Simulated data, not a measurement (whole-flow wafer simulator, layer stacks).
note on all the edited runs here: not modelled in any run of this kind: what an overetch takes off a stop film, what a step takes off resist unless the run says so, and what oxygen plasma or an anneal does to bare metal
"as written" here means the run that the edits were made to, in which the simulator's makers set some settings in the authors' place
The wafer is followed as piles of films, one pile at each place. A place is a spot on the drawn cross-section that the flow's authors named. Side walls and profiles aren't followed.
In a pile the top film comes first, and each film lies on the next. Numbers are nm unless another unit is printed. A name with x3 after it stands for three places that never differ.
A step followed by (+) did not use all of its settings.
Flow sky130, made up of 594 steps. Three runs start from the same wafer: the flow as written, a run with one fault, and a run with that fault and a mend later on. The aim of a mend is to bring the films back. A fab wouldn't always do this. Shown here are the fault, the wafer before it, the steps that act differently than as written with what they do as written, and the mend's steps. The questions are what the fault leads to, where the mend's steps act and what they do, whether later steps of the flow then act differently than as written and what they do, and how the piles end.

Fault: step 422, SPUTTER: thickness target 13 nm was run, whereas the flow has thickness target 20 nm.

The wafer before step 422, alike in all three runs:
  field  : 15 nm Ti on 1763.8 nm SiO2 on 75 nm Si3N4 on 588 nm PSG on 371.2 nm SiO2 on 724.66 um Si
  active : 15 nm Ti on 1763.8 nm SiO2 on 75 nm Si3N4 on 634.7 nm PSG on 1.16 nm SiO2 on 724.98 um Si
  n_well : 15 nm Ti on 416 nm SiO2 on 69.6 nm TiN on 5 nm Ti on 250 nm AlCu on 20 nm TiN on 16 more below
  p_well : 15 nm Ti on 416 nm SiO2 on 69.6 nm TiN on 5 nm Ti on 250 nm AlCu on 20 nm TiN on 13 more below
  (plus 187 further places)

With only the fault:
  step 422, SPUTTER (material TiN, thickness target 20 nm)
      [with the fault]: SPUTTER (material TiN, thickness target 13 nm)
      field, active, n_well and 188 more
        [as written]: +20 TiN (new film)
        [with the fault]: +13 TiN (new film)
  Later steps of the flow acting differently than as written (7 more steps, not shown, differ only slightly: by at most 2% or 0.5 nm, whichever is larger):
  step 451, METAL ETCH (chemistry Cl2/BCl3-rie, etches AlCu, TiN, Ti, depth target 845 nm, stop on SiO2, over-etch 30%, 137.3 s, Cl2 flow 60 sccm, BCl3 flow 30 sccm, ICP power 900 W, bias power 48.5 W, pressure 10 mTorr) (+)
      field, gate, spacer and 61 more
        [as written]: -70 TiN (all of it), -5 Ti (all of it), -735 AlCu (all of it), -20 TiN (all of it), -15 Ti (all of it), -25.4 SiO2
        [with the fault]: -70 TiN (all of it), -5 Ti (all of it), -735 AlCu (all of it), -13 TiN (all of it), -15 Ti (all of it), -26 SiO2
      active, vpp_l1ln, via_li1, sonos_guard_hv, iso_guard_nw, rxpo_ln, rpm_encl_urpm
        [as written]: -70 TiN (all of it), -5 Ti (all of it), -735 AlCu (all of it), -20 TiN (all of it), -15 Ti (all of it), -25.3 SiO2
        [with the fault]: -70 TiN (all of it), -5 Ti (all of it), -735 AlCu (all of it), -13 TiN (all of it), -15 Ti (all of it), -26 SiO2
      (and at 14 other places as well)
  By the end, the piles at n_well, p_well, gate_hv and 104 more depart from the flow's by more than 2% or 0.5 nm, whichever is larger.
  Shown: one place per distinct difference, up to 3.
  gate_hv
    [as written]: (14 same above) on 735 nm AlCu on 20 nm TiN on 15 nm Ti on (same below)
    [with the fault]: (14 same above) on 735 nm AlCu on 13 nm TiN on 15 nm Ti on (same below)
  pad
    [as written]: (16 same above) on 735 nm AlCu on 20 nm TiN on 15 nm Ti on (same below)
    [with the fault]: (16 same above) on 735 nm AlCu on 13 nm TiN on 15 nm Ti on (same below)
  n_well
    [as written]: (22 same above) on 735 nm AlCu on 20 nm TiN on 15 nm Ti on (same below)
    [with the fault]: (22 same above) on 735 nm AlCu on 13 nm TiN on 15 nm Ti on (same below)

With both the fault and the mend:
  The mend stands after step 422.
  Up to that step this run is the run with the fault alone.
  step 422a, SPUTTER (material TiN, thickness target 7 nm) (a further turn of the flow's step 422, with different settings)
      field, active, n_well and 188 more
        +7 TiN
  None of the later steps of the flow acts differently than as written at any place that is followed.
  The piles end the same as the flow's at every place that both follow.
